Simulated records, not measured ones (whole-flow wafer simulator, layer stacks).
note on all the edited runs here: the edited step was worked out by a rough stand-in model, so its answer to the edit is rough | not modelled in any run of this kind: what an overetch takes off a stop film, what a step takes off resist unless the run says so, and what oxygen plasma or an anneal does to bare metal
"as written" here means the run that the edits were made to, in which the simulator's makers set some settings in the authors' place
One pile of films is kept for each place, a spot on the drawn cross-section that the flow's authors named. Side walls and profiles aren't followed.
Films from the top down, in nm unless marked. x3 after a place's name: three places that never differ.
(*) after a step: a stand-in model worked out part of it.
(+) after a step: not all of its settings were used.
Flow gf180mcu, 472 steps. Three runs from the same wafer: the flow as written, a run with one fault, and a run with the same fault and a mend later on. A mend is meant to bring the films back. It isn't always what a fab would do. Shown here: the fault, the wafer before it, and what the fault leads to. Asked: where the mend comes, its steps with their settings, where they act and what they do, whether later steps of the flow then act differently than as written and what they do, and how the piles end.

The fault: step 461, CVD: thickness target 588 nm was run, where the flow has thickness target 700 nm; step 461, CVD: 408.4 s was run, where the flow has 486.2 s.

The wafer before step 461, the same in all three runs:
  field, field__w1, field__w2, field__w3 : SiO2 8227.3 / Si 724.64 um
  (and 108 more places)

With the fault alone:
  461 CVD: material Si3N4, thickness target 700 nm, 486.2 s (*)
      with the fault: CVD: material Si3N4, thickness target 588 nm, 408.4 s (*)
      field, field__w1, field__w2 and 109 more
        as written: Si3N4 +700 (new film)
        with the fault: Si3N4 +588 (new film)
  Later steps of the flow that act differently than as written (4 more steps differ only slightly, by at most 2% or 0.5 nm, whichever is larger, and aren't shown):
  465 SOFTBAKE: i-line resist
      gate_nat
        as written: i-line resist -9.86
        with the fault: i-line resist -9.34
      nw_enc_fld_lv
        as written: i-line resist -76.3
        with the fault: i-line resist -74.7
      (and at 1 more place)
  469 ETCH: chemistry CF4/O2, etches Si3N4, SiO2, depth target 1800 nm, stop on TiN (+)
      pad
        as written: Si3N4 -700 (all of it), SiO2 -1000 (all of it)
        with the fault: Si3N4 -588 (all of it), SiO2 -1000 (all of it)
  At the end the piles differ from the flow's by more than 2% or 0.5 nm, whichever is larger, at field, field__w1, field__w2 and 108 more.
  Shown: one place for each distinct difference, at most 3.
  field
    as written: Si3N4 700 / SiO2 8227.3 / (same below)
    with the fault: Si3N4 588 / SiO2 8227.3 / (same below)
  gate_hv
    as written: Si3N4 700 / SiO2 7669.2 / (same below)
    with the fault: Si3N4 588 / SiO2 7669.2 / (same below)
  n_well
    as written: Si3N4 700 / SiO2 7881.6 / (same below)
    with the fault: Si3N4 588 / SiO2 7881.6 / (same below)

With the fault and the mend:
  The mend comes after step 461.
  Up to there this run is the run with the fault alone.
  461a CVD: material Si3N4, thickness target 112 nm, 77.79 s (*) (the flow's step 461 once more, with other settings)
      field, field__w1, field__w2 and 109 more
        Si3N4 +112.1
  No later step of the flow acts differently than as written, at any place that is followed, by more than 2% or 0.5 nm, whichever is larger.
  At the end the piles differ from the flow's only slightly at the places that both follow, by at most 2% or 0.5 nm, whichever is larger.
